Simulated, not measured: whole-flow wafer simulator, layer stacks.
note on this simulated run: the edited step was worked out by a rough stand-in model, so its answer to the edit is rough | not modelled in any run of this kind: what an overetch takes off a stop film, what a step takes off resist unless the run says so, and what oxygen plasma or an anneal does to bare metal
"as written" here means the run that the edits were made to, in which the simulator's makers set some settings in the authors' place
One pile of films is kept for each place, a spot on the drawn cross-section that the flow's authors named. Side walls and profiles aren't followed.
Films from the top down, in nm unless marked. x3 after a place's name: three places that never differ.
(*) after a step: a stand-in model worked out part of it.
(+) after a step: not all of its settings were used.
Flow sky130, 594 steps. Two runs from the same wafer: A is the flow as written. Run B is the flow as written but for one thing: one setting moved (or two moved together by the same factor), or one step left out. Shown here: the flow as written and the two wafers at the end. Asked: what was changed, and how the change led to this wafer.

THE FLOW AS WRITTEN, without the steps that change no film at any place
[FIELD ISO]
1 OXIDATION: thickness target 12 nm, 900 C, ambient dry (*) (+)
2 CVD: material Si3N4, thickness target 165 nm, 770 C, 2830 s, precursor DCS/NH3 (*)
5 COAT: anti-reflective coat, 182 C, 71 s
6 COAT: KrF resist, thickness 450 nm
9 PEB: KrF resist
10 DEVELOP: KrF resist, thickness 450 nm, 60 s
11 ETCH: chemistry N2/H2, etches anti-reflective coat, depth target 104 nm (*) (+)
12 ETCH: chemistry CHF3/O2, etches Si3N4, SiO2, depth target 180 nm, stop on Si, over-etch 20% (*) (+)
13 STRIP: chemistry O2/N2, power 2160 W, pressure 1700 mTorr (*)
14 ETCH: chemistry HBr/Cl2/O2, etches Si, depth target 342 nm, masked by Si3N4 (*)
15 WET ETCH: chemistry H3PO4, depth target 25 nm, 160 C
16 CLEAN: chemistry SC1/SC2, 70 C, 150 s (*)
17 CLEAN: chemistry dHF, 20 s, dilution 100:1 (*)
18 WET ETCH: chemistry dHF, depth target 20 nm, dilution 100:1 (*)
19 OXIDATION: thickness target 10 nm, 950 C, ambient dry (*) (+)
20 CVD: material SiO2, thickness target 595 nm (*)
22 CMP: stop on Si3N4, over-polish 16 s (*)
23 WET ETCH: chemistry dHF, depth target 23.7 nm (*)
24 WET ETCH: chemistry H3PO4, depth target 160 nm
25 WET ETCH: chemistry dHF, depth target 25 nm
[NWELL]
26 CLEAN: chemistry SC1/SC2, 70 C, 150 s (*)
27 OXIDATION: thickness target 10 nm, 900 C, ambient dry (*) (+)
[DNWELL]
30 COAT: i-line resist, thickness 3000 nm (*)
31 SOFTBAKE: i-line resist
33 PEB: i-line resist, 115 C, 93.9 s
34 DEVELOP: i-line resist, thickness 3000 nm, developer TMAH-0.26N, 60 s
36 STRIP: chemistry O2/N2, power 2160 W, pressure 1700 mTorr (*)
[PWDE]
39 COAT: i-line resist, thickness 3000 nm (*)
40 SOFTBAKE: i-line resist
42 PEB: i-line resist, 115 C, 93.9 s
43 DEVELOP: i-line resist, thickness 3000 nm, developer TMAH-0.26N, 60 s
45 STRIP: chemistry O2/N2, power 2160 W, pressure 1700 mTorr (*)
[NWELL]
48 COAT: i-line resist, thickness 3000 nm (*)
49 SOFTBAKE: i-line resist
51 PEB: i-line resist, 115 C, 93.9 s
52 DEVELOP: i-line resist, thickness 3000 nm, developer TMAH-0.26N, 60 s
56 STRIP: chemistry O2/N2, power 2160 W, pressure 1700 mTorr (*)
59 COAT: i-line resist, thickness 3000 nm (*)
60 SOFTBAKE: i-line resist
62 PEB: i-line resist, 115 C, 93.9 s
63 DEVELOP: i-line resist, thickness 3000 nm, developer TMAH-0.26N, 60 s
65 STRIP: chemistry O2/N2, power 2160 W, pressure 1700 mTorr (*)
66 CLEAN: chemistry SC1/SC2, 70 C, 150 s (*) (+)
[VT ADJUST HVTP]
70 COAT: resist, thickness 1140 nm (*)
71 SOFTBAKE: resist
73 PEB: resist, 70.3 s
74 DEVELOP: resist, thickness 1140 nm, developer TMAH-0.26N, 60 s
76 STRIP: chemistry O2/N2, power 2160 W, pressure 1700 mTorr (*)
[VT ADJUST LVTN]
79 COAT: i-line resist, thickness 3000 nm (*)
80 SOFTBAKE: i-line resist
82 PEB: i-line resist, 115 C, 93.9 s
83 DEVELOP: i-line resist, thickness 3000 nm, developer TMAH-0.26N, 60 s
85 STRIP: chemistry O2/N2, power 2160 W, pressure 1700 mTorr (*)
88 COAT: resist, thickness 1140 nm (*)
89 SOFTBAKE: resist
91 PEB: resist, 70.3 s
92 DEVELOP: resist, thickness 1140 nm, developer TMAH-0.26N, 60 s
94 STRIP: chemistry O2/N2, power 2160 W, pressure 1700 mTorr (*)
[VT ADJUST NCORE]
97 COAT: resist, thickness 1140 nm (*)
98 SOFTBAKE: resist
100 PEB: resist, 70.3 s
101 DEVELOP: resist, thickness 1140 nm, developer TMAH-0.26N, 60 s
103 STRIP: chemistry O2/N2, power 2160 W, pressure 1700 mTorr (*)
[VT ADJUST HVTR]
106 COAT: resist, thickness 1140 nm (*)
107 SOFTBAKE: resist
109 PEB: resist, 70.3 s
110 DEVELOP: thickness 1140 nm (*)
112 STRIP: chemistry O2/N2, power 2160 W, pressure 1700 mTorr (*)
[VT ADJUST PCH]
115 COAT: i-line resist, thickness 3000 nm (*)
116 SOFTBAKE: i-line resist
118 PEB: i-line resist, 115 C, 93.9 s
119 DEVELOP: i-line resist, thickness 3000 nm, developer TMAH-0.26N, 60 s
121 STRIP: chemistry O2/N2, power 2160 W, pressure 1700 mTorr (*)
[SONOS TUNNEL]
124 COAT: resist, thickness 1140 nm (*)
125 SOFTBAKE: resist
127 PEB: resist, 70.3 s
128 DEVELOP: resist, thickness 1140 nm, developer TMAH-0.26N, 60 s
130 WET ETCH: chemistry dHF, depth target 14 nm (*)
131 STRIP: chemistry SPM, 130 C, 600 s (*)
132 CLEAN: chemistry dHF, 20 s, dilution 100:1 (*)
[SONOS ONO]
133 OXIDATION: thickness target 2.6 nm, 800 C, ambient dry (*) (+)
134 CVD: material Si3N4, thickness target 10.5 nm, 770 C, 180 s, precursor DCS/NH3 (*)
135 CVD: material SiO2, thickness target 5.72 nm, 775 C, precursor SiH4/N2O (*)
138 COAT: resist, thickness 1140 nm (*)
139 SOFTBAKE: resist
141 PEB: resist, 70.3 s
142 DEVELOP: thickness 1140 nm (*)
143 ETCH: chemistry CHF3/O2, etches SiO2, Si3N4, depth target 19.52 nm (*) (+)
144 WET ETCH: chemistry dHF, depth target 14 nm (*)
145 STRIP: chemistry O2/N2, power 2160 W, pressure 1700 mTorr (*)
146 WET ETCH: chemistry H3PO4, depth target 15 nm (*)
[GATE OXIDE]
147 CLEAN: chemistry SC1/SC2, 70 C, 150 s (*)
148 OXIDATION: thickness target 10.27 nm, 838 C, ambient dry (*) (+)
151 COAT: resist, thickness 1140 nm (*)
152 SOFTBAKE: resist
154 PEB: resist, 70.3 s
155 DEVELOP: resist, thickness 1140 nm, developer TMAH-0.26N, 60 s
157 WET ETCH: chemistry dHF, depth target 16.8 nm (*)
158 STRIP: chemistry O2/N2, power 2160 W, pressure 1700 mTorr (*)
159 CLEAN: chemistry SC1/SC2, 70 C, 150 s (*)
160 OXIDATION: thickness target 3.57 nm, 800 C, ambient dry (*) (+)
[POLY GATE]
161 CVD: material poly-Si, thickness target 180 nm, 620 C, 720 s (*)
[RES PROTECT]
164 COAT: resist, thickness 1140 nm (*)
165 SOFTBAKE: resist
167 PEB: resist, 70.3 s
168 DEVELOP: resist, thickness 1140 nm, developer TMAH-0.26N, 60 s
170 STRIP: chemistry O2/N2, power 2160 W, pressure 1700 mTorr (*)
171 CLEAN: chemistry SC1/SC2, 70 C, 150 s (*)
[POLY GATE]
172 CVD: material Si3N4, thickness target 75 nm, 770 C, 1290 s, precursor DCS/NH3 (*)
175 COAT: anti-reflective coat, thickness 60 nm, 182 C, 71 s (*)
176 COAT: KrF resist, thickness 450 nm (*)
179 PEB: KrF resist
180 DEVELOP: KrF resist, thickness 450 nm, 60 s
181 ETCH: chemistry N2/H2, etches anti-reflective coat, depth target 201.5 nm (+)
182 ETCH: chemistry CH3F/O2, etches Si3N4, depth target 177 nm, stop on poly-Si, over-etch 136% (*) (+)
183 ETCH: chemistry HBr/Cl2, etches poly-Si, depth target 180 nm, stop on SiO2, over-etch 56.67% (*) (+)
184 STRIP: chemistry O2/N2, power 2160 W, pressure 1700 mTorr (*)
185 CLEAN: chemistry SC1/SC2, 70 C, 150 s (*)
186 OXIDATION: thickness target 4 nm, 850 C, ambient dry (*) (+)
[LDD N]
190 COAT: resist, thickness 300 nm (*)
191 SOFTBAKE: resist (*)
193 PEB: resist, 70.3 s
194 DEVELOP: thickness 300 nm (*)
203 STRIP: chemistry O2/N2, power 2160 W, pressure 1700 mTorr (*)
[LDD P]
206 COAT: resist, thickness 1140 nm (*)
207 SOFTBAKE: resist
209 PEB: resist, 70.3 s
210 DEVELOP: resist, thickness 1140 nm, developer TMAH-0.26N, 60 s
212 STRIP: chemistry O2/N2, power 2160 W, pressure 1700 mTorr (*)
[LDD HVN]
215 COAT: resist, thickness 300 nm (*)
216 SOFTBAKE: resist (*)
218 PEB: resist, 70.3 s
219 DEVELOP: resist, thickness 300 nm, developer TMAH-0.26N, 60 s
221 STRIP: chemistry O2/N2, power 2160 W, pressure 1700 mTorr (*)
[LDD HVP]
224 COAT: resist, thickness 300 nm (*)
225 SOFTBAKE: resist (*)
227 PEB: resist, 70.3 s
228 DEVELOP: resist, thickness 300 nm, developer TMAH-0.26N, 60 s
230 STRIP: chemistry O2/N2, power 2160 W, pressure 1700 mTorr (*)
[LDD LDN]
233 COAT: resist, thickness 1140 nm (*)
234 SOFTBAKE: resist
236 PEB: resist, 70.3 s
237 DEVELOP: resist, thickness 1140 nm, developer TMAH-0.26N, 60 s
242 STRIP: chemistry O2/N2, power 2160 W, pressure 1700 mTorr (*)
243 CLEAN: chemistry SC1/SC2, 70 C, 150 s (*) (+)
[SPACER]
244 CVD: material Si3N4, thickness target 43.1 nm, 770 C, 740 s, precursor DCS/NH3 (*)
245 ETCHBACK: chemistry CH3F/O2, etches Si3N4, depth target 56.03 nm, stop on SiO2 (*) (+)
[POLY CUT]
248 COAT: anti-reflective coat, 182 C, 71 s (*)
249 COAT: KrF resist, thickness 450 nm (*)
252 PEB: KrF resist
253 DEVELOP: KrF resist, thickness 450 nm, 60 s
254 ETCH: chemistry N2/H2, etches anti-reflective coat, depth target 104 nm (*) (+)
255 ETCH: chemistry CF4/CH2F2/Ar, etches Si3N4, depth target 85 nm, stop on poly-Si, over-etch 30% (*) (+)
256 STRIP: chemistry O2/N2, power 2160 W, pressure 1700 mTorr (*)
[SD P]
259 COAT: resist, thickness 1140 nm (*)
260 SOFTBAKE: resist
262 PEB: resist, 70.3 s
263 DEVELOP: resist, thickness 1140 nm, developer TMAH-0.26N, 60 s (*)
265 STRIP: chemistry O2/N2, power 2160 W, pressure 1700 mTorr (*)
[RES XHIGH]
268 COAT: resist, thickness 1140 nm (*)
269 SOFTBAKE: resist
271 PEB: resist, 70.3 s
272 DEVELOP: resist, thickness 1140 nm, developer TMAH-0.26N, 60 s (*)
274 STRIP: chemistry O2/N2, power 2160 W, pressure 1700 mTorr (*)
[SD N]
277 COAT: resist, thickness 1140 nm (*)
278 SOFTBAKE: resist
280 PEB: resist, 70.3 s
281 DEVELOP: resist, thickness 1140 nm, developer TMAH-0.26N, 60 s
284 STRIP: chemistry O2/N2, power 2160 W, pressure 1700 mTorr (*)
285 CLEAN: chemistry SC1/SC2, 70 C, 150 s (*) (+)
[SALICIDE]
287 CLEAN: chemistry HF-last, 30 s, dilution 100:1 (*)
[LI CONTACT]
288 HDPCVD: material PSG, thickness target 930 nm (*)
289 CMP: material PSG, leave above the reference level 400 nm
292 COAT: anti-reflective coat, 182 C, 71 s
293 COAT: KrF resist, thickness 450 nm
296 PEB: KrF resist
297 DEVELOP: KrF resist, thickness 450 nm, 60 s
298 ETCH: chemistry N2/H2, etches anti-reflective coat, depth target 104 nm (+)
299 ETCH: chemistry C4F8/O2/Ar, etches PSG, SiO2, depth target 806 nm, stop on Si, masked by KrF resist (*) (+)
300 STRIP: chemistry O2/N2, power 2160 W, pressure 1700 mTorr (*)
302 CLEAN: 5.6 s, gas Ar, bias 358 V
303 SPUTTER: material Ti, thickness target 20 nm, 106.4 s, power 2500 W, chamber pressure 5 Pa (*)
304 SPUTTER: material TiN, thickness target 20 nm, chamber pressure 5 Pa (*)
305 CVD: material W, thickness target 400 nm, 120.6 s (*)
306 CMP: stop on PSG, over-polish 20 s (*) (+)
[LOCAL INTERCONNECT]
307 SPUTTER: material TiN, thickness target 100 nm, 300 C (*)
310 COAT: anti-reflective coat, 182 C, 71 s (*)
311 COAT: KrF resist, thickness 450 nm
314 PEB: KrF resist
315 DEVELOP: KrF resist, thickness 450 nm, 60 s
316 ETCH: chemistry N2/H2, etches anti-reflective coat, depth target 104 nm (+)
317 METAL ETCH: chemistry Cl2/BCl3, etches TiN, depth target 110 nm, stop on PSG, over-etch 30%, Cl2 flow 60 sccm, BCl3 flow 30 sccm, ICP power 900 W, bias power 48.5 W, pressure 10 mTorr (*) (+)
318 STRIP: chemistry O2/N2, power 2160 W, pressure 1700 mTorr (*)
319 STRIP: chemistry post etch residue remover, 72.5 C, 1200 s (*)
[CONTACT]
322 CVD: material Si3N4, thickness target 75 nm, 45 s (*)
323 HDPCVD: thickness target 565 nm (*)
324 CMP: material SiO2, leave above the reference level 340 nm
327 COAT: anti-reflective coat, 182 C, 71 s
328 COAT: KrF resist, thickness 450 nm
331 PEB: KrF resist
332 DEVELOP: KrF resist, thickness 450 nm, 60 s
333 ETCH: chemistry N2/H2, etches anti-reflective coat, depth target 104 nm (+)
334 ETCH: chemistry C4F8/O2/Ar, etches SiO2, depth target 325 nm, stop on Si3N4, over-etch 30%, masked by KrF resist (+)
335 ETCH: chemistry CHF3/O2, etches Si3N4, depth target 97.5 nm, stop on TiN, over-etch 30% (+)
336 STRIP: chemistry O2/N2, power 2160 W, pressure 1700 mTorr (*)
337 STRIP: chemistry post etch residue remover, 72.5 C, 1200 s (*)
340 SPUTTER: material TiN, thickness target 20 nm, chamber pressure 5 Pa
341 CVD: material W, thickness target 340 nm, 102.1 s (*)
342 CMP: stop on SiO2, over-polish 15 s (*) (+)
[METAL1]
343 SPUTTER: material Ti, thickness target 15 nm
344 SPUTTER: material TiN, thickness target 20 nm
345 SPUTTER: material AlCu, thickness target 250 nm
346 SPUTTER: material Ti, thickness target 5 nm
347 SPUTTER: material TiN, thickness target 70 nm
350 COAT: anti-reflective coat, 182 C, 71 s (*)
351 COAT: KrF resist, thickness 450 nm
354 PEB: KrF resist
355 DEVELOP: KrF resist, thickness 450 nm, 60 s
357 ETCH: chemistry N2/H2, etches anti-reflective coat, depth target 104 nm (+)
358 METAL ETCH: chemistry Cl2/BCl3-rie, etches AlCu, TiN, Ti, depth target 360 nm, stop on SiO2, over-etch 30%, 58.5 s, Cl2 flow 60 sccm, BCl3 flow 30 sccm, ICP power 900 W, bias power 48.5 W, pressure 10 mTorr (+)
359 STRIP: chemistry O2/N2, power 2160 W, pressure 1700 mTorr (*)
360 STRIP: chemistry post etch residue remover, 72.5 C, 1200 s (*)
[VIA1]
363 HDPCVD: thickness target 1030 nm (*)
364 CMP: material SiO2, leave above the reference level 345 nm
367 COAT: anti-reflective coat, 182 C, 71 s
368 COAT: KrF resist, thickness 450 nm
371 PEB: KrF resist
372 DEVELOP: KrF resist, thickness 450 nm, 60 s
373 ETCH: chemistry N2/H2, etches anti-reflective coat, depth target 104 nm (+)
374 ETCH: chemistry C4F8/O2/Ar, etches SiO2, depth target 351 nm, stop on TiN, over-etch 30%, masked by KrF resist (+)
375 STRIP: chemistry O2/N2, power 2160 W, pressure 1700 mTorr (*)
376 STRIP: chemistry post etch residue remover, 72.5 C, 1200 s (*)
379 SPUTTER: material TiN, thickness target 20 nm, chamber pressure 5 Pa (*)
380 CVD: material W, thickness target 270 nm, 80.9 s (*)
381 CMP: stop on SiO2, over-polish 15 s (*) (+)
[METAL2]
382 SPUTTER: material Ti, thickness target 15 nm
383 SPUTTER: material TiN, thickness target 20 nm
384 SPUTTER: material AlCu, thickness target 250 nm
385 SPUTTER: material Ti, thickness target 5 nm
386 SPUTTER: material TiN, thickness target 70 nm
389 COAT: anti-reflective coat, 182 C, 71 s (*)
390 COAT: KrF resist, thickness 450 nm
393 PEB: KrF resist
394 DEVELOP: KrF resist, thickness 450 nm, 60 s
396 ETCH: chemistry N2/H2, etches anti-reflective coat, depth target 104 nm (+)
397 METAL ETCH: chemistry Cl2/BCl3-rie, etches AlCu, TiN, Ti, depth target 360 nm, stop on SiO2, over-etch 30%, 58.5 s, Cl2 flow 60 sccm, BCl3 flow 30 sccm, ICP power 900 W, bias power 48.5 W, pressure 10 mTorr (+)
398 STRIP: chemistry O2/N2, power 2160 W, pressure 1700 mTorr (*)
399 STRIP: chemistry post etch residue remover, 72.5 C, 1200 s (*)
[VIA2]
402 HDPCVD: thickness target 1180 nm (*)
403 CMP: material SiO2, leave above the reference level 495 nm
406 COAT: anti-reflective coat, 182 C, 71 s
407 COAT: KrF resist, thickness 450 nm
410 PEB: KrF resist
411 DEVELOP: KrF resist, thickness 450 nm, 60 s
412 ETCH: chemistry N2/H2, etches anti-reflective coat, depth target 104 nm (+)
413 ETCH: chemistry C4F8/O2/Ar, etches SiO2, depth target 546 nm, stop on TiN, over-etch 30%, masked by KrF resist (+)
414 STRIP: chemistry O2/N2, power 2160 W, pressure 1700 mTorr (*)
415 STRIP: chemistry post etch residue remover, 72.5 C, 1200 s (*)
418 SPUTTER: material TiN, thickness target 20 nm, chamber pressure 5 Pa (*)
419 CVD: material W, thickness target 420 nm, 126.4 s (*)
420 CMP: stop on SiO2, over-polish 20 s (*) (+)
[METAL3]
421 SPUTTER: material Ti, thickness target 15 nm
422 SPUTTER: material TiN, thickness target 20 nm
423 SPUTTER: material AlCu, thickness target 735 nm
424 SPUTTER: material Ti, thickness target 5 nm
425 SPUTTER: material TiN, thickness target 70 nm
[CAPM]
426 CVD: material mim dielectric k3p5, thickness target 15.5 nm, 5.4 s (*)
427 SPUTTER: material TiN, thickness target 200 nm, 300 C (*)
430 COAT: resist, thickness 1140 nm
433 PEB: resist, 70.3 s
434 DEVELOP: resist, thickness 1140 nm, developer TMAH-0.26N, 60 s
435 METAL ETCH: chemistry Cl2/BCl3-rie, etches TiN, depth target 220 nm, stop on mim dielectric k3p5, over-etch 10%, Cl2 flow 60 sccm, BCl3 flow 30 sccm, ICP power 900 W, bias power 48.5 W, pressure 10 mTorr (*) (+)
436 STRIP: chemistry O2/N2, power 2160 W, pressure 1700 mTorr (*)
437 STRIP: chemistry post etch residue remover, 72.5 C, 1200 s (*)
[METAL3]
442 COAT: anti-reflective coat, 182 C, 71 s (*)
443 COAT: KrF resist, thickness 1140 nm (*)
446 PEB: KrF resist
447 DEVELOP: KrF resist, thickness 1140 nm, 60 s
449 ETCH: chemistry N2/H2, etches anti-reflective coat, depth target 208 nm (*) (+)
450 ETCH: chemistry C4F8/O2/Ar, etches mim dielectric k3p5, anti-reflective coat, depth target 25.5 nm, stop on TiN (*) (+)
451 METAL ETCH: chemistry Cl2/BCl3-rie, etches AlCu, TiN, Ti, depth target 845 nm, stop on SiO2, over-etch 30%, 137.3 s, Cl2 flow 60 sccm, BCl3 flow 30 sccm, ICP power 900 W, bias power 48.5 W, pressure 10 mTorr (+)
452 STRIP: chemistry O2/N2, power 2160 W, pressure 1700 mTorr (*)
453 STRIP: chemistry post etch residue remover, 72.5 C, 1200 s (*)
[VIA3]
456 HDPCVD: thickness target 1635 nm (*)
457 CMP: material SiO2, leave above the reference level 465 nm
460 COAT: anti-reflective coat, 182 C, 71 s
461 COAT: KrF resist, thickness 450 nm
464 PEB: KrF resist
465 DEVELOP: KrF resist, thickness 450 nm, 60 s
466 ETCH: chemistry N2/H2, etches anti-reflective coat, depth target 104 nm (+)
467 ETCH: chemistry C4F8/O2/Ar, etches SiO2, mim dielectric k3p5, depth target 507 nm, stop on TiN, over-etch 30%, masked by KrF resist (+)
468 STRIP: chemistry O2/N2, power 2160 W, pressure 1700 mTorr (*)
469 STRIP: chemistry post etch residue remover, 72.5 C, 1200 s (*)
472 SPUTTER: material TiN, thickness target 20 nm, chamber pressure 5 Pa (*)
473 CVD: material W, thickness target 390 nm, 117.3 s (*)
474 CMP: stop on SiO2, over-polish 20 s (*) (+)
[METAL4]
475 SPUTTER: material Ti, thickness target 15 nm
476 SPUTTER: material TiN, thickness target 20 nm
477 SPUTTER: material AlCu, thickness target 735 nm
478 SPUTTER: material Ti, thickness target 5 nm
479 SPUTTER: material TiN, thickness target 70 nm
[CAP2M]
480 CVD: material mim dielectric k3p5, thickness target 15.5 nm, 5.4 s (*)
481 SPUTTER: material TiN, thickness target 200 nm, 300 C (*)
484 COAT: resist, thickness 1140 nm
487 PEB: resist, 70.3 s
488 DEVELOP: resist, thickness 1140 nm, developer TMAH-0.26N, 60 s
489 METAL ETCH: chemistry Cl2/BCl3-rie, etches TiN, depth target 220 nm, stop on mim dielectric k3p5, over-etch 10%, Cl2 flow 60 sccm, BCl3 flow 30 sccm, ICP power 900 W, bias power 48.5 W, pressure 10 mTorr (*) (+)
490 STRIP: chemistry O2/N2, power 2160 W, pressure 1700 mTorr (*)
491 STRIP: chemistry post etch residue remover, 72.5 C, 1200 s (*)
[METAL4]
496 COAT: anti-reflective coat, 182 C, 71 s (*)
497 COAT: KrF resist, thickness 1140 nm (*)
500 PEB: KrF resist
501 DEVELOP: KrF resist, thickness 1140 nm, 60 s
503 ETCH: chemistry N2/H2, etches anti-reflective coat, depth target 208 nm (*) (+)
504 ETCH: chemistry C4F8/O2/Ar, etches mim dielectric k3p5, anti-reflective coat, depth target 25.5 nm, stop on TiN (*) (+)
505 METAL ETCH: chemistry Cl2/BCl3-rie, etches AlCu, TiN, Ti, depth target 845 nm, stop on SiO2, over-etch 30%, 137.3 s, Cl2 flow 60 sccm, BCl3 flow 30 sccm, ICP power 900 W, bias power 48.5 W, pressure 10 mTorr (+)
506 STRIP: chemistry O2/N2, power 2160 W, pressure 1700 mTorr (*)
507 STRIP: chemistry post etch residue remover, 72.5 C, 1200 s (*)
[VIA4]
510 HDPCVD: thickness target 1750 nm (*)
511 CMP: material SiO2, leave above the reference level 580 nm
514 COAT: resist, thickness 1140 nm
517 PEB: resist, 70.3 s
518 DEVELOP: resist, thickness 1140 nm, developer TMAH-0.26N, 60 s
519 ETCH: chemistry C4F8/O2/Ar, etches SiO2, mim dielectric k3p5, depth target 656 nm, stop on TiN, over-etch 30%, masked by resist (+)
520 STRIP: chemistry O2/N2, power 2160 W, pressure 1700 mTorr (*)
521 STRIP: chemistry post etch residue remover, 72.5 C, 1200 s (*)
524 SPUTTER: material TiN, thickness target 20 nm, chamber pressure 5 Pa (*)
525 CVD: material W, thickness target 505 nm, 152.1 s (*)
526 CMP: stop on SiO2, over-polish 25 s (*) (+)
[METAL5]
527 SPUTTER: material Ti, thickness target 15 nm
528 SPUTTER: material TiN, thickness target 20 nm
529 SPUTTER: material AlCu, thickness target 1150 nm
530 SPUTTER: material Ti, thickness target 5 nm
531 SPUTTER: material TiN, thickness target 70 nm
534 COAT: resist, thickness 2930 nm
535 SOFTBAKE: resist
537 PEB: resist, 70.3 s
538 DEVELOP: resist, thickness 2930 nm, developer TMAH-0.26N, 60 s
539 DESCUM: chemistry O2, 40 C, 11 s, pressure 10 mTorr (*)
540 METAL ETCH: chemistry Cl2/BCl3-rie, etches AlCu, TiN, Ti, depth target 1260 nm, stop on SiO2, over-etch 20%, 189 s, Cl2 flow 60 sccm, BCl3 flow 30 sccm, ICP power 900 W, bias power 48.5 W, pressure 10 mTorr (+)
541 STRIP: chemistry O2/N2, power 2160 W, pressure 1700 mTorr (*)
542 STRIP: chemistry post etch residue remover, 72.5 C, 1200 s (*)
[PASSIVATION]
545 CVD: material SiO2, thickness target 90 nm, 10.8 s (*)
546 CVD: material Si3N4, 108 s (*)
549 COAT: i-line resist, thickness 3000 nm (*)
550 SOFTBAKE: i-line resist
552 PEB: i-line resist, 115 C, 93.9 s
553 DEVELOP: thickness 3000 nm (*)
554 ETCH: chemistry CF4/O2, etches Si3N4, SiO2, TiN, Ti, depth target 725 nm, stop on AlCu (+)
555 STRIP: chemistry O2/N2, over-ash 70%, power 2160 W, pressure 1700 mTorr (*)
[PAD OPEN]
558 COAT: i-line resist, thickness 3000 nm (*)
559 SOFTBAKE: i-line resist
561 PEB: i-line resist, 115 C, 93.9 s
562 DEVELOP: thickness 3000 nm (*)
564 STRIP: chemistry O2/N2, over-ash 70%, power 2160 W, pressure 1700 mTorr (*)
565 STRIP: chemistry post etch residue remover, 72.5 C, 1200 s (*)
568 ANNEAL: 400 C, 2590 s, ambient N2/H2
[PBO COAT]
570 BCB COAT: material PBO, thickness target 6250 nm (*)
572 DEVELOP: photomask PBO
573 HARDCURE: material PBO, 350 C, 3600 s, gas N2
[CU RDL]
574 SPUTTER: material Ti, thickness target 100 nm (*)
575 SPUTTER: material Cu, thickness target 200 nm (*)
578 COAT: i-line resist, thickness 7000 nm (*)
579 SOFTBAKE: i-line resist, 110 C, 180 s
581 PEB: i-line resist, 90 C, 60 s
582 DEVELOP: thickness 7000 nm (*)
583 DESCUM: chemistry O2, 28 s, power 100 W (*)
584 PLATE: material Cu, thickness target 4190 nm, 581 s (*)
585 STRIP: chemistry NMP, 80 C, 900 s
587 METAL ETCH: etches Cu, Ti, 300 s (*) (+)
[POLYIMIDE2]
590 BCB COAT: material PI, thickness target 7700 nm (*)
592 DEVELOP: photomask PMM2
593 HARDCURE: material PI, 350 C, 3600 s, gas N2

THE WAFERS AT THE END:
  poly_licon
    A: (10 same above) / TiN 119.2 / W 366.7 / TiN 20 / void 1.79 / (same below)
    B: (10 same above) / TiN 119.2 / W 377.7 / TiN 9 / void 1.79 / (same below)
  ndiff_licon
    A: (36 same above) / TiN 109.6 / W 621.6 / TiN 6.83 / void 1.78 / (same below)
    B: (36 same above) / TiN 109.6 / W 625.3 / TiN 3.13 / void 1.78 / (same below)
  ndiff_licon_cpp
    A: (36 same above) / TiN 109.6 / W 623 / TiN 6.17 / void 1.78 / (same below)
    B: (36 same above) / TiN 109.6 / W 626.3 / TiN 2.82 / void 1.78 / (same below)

The cause: step 304, SPUTTER: thickness target 9 nm was run, where the flow has thickness target 20 nm.
It can be read off the wafer: poly_licon has TiN 9, and step 304 as written asks for 20 nm.

How the change led to this, step by step:
  304 SPUTTER: material TiN, thickness target 20 nm, chamber pressure 5 Pa (*)
      field, active, n_well and 185 more: A TiN +20 (new film) | B TiN +9 (new film)
      ndiff_licon: A TiN +6.83 (new film) | B TiN +3.13 (new film)
      (and at 2 more places)
  306 CMP: stop on PSG, over-polish 20 s (*) (+)
      field, active, n_well and 184 more: A W -400 (all of it), TiN -20 (all of it), Ti -20 (all of it), PSG -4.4 | B W -400 (all of it), TiN -9 (all of it), Ti -20 (all of it), PSG -4.4
      ndiff_licon, ndiff_licon_cpp, rpo_hd_licon: A W -444.9 | B W -433.9
      (and at 1 more place)
